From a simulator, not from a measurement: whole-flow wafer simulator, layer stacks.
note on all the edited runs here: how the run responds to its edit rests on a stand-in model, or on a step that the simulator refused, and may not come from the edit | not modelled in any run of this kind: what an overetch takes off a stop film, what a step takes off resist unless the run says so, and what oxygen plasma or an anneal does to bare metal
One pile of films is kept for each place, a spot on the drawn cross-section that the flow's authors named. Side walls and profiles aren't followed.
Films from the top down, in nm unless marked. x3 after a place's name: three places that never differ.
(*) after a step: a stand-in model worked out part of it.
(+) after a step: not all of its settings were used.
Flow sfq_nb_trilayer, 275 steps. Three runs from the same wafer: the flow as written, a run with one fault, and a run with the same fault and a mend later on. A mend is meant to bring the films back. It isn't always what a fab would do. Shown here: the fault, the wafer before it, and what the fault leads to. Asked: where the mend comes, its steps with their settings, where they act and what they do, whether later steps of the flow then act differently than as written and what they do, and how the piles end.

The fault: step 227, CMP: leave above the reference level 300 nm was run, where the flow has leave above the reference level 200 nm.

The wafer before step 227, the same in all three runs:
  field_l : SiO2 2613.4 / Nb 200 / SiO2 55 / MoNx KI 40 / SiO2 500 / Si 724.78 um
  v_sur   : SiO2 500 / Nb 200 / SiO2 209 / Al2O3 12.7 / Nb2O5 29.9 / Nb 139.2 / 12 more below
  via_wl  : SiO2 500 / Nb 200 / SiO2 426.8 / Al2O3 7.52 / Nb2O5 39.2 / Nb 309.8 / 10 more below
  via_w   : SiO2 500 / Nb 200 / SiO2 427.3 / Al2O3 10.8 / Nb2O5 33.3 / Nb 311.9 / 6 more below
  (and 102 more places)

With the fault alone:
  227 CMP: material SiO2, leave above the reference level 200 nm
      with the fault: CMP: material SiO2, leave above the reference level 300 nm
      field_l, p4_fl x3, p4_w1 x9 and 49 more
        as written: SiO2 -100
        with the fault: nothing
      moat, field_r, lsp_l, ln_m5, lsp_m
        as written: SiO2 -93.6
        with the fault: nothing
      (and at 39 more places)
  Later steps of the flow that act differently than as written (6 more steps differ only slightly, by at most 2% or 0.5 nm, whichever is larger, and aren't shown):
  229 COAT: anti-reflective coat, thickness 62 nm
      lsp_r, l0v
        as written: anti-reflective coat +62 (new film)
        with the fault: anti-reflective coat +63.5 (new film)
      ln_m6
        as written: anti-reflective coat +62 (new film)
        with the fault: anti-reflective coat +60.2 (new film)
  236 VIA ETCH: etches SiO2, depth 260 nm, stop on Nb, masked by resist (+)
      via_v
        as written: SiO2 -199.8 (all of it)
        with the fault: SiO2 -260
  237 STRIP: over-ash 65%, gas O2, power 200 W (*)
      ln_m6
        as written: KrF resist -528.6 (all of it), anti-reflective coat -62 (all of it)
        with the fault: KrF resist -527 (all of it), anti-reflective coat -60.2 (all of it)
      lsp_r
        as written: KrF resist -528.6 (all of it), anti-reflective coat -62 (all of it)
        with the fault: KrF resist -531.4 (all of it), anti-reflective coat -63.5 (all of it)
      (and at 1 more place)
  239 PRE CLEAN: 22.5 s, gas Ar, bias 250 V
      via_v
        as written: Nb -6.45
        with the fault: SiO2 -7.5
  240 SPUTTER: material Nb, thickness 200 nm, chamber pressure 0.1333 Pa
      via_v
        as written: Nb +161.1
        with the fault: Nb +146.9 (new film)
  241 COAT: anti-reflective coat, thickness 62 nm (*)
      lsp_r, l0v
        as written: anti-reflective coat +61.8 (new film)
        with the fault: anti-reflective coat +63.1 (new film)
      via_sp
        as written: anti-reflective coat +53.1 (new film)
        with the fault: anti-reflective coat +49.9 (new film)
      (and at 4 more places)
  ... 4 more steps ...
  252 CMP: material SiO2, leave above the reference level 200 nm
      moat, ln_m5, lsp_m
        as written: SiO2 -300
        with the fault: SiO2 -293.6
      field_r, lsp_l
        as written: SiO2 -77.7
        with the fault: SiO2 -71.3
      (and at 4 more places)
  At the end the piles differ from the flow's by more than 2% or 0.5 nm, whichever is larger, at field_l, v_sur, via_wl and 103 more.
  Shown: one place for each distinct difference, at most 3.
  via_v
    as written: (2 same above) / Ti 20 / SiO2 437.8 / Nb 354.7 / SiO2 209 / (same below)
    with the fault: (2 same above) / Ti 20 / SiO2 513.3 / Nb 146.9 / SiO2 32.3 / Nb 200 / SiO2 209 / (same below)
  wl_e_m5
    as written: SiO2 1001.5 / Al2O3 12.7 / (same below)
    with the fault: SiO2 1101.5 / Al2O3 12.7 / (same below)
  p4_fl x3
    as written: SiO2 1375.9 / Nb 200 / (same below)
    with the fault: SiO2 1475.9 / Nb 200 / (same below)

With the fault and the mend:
  The mend comes after step 234.
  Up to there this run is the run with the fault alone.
  234a STRIP: over-ash 65%, gas O2, power 200 W (*)
      p4_fl x3, p4_w1 x9, p4_g1 x2 and 63 more
        KrF resist -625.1 (all of it), anti-reflective coat -62 (all of it)
      field_l, v_sur, via_wl, via_w, via_wr, via_sp
        KrF resist -625 (all of it), anti-reflective coat -61.9 (all of it)
      wire, be, be_sur, gap, jj_sur, ce_l
        KrF resist -624.9 (all of it), anti-reflective coat -61.9 (all of it)
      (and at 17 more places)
  234b CMP: material SiO2, leave above the reference level 200 nm (the flow's step 227 once more)
      field_l, v_sur, via_wl and 95 more
        SiO2 -100
      moat, field_r, lsp_l, ln_m5, lsp_m
        SiO2 -93.6
      lsp_r, l0_sur, l0v
        SiO2 -91.9
  234c COAT: anti-reflective coat, thickness 62 nm (the flow's step 229 once more)
      field_l, v_sur, via_wl and 103 more
        anti-reflective coat +62 (new film)
  234d COAT: KrF resist, thickness 650 nm (the flow's step 230 once more)
      field_l, v_sur, via_wl and 103 more
        KrF resist +650 (new film)
  234e SOFTBAKE: KrF resist (the flow's step 231 once more)
      changes no film at any place that is followed
  234f EXPOSE: photomask I6, dose 11.91 mJ/cm2, NA 0.6, wavelength 248 nm (*) (the flow's step 232 once more)
      changes no film at any place that is followed
  234g PEB: KrF resist, 90 s (the flow's step 233 once more)
      field_l, v_sur, via_wl and 103 more
        KrF resist -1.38
  234h DEVELOP: KrF resist, thickness 650 nm, 60 s (the flow's step 234 once more)
      field_l, v_sur, via_wl and 102 more
        KrF resist -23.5
      via_v
        KrF resist -648.6 (all of it)
  No later step of the flow acts differently than as written at any place that is followed.
  At the end the piles are the same as the flow's at every place that both follow.
